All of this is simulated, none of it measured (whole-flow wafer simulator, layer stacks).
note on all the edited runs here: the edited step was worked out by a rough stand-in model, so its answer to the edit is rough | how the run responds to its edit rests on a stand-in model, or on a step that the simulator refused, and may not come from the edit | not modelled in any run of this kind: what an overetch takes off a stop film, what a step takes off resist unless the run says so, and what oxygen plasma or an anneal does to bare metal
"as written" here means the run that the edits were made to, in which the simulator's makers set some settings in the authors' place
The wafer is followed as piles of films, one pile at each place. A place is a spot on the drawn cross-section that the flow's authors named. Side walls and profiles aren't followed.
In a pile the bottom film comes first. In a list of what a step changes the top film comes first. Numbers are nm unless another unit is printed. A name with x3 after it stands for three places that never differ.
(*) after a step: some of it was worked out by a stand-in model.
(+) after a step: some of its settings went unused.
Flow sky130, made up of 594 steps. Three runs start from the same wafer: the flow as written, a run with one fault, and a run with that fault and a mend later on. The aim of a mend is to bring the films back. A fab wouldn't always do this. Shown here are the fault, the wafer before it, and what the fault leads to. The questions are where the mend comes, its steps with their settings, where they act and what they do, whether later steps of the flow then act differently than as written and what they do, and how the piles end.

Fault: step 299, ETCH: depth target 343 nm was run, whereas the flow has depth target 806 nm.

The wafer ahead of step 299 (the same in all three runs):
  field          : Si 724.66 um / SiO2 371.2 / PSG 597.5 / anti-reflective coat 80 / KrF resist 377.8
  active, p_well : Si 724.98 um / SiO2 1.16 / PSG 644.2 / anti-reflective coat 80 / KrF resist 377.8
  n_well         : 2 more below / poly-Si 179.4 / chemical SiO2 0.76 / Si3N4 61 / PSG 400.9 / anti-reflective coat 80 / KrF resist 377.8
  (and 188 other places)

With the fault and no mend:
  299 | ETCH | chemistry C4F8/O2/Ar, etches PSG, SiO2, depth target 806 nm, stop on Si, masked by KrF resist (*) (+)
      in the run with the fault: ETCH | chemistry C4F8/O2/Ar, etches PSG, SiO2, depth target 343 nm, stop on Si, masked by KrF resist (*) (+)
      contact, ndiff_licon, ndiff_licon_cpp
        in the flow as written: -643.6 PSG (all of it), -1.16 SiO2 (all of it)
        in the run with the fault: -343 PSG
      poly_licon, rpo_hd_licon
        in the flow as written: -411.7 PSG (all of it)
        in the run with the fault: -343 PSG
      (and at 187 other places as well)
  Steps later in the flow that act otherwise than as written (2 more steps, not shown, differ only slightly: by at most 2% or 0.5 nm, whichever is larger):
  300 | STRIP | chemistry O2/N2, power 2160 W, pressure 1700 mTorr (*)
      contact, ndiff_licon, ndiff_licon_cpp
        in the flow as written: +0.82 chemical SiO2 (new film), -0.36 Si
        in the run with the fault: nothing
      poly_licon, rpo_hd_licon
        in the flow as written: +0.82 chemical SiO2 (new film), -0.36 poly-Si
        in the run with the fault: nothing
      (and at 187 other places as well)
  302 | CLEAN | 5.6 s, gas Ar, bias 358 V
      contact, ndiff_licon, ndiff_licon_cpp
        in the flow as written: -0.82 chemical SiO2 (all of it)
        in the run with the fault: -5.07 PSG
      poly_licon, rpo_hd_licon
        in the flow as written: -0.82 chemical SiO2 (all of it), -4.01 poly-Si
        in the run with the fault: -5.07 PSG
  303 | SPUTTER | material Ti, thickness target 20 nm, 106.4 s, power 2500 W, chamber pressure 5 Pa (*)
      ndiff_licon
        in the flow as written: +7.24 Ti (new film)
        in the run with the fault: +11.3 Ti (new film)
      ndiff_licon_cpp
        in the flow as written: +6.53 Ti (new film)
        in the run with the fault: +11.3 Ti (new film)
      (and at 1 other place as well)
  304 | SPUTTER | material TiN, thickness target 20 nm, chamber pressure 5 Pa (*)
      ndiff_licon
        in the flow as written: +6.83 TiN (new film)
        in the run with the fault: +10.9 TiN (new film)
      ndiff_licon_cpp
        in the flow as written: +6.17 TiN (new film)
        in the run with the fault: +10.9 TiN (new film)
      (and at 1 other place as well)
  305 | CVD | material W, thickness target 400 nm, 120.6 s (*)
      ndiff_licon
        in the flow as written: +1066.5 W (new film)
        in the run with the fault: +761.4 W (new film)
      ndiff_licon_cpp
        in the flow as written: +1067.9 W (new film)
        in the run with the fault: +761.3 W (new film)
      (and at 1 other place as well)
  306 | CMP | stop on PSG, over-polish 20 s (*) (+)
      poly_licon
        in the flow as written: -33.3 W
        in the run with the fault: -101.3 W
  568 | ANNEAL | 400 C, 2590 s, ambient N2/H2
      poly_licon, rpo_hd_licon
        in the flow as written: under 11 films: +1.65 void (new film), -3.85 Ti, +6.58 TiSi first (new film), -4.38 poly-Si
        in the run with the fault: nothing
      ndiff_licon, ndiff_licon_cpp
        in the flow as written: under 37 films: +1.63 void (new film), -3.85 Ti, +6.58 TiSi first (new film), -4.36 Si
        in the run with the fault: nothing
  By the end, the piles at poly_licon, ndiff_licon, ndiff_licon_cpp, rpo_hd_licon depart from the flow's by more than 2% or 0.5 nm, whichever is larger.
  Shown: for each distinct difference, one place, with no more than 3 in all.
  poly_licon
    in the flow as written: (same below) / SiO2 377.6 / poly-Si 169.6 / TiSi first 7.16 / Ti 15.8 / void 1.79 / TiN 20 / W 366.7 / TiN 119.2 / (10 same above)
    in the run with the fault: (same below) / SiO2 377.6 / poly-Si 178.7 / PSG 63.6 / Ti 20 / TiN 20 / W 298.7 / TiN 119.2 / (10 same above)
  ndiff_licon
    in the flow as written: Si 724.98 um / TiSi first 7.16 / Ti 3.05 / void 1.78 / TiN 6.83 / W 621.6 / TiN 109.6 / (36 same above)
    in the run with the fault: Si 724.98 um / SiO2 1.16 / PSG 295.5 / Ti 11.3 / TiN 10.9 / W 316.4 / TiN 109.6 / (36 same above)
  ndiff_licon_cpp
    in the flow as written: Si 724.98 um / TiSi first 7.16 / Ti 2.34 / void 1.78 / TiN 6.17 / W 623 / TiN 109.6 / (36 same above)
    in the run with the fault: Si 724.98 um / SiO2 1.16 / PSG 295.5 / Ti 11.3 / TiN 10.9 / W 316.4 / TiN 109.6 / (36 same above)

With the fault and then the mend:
  After step 299 comes the mend.
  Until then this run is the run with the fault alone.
  299a | ETCH | chemistry C4F8/O2/Ar, etches PSG, SiO2, depth target 463 nm, stop on Si, masked by KrF resist (*) (+) (the flow's step 299 again, with other settings)
      field, active, n_well and 184 more
        -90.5 KrF resist
      contact, ndiff_licon, ndiff_licon_cpp
        -300.6 PSG (all of it), -1.16 SiO2 (all of it)
      poly_licon, rpo_hd_licon
        -68.7 PSG (all of it)
  Later steps of the flow that are run all act as written at every place that is followed, up to a difference of at most 2% or 0.5 nm, whichever is larger.
  At the end the piles are close to the flow's at the places that both follow, differing by at most 2% or 0.5 nm, whichever is larger.
